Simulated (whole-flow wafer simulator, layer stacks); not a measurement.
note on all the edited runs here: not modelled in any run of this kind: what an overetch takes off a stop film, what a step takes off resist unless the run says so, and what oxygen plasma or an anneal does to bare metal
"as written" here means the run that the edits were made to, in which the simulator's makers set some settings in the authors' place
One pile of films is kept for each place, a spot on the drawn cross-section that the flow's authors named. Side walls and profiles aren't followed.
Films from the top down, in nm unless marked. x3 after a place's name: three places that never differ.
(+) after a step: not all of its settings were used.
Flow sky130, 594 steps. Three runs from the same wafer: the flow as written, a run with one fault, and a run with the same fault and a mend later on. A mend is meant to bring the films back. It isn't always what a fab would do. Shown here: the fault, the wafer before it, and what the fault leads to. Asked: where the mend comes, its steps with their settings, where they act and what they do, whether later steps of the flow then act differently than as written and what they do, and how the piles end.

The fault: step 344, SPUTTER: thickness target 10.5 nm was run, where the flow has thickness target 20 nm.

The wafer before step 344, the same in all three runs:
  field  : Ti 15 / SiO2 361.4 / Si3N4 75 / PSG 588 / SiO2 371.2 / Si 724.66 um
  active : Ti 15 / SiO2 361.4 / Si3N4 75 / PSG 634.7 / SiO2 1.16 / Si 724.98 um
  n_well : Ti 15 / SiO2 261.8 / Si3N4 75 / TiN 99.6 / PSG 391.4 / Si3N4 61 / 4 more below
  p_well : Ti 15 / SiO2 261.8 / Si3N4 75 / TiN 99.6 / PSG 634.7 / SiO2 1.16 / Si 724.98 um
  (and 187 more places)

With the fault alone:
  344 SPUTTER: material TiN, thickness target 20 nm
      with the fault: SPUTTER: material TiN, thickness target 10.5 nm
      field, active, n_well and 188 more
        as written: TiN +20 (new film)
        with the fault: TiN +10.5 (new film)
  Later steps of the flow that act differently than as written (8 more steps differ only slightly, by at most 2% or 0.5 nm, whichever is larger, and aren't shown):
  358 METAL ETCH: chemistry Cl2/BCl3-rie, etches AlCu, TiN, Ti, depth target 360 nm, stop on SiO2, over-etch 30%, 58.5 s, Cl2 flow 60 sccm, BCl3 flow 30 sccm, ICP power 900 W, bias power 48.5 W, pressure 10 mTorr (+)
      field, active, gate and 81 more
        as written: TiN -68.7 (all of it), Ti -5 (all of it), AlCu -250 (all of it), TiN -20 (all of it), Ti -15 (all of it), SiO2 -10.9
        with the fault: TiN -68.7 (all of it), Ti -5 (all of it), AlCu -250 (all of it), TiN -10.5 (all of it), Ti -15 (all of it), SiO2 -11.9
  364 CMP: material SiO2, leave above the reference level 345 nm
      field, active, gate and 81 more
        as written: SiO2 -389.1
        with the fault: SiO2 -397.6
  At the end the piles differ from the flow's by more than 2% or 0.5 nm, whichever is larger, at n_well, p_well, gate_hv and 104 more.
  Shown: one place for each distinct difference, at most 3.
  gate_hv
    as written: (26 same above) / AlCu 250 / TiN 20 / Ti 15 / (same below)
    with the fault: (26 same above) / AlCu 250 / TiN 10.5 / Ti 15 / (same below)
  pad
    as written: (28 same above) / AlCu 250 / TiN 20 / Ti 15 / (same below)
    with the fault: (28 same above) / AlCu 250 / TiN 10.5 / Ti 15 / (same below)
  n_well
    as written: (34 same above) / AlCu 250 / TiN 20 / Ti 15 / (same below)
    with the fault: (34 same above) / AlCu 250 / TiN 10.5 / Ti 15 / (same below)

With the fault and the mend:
  The mend comes after step 344.
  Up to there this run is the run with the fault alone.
  344a SPUTTER: material TiN, thickness target 9.5 nm (the flow's step 344 once more, with other settings)
      field, active, n_well and 188 more
        TiN +9.5
  No later step of the flow acts differently than as written at any place that is followed.
  At the end the piles are the same as the flow's at every place that both follow.
